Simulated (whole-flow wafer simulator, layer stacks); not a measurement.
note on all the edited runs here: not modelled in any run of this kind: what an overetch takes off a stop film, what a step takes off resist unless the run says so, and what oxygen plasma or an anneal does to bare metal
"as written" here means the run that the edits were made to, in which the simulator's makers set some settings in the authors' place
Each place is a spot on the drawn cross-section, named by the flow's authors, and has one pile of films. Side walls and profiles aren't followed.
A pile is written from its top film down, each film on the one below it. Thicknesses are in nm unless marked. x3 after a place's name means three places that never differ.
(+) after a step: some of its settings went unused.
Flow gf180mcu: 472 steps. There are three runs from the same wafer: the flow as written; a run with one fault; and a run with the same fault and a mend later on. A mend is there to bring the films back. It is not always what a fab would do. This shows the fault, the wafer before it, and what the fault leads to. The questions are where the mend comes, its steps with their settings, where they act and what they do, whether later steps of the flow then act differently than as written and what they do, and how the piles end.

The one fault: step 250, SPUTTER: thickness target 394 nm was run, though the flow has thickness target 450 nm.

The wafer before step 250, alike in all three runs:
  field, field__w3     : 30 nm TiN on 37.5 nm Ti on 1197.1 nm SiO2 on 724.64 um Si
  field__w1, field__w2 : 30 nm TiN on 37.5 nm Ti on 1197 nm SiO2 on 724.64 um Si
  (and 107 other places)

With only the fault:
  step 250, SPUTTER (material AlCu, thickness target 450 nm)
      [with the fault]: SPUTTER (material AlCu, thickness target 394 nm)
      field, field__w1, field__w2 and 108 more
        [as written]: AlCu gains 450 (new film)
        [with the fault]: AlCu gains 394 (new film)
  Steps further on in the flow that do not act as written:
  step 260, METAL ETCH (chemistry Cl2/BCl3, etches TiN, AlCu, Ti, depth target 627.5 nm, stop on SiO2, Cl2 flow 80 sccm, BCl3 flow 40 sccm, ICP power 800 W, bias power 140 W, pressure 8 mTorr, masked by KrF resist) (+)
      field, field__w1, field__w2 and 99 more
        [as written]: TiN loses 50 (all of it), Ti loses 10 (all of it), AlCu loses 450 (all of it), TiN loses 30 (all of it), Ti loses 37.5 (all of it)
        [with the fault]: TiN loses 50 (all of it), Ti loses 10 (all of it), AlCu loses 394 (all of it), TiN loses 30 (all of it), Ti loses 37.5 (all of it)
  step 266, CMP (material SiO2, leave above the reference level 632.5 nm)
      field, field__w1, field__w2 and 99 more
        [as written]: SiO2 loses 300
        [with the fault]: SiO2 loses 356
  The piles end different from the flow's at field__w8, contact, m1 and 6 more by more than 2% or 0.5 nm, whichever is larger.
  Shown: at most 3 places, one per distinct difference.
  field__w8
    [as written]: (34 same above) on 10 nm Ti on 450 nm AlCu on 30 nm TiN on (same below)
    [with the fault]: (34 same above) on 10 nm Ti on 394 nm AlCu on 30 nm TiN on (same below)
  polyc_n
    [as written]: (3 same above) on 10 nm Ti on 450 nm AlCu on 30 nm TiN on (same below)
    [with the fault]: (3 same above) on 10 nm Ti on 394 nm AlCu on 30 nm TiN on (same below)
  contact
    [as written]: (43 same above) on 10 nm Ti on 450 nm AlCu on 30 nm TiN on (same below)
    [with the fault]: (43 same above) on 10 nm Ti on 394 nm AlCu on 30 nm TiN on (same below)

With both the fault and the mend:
  After step 250 comes the mend.
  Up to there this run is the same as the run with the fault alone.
  step 250a, SPUTTER (material AlCu, thickness target 56 nm) (the flow's step 250 again, with other settings)
      field, field__w1, field__w2 and 108 more
        AlCu gains 56
  Every later step of the flow that is run acts as written at every place that is followed.
  At every place that both follow, the piles at the end match the flow's.
